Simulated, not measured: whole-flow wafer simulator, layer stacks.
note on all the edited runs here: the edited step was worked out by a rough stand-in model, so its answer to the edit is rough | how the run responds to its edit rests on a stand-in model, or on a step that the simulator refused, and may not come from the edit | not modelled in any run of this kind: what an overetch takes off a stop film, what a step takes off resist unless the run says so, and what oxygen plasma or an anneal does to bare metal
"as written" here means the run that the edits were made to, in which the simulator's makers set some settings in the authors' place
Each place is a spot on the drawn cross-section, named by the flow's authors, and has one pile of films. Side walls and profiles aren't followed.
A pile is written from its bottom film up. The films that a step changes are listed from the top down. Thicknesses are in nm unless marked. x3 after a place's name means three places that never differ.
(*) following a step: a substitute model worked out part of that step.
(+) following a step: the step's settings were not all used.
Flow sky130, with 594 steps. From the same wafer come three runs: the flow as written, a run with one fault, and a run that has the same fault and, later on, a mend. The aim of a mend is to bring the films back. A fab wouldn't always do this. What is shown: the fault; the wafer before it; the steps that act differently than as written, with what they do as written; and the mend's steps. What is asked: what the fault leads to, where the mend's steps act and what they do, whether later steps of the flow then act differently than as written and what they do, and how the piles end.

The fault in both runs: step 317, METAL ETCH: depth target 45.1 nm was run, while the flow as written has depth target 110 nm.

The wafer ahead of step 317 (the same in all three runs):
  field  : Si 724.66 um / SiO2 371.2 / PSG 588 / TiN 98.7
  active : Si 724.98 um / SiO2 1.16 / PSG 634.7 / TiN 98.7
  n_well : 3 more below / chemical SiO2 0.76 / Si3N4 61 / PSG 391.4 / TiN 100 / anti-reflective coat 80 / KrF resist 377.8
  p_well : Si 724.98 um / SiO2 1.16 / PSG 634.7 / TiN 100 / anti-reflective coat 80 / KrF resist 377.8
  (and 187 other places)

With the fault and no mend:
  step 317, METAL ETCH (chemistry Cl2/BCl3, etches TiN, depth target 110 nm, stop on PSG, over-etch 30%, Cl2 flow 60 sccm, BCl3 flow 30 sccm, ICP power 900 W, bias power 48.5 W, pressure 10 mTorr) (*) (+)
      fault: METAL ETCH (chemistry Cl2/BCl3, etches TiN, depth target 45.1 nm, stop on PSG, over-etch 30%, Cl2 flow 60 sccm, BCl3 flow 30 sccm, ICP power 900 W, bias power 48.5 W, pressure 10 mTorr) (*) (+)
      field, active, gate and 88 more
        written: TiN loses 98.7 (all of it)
        fault: TiN loses 45.1
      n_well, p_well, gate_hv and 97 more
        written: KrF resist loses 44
        fault: KrF resist loses 18
  Steps further on in the flow that do not act as written (8 other steps are not shown; they differ only slightly, by no more than 2% or 0.5 nm, whichever is larger):
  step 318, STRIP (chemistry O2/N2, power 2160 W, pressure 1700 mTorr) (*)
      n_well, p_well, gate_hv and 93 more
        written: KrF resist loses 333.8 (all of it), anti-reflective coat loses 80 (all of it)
        fault: KrF resist loses 359.8 (all of it), anti-reflective coat loses 80 (all of it)
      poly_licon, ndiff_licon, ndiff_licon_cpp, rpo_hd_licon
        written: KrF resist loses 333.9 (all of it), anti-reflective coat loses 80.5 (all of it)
        fault: KrF resist loses 359.8 (all of it), anti-reflective coat loses 80.5 (all of it)
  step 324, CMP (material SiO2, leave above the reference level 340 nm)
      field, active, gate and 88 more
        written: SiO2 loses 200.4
        fault: SiO2 loses 253.6
  At field, active, gate and 90 more, the piles at the end differ from the flow's by more than 2% or 0.5 nm, whichever is larger.
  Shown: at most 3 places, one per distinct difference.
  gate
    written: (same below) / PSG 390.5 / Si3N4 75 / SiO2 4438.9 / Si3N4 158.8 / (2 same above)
    fault: (same below) / PSG 390.5 / TiN 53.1 / Si3N4 75 / SiO2 4385.8 / Si3N4 158.8 / (2 same above)
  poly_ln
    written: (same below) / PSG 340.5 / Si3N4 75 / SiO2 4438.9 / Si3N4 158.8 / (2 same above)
    fault: (same below) / PSG 340.5 / TiN 53.1 / Si3N4 75 / SiO2 4385.8 / Si3N4 158.8 / (2 same above)
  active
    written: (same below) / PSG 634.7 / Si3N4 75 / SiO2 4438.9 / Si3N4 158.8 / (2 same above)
    fault: (same below) / PSG 634.7 / TiN 53.1 / Si3N4 75 / SiO2 4385.8 / Si3N4 158.8 / (2 same above)

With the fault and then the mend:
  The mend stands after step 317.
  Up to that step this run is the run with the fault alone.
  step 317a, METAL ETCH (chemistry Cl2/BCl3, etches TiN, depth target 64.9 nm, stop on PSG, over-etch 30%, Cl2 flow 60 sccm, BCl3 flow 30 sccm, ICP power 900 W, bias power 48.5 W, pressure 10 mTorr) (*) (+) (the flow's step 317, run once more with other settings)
      n_well, p_well, gate_hv and 97 more
        KrF resist loses 26
      field, active, gate and 88 more
        TiN loses 53.6 (all of it)
  Every later step of the flow that is run acts as written at every place that is followed.
  The piles end the same as the flow's at every place that both follow.
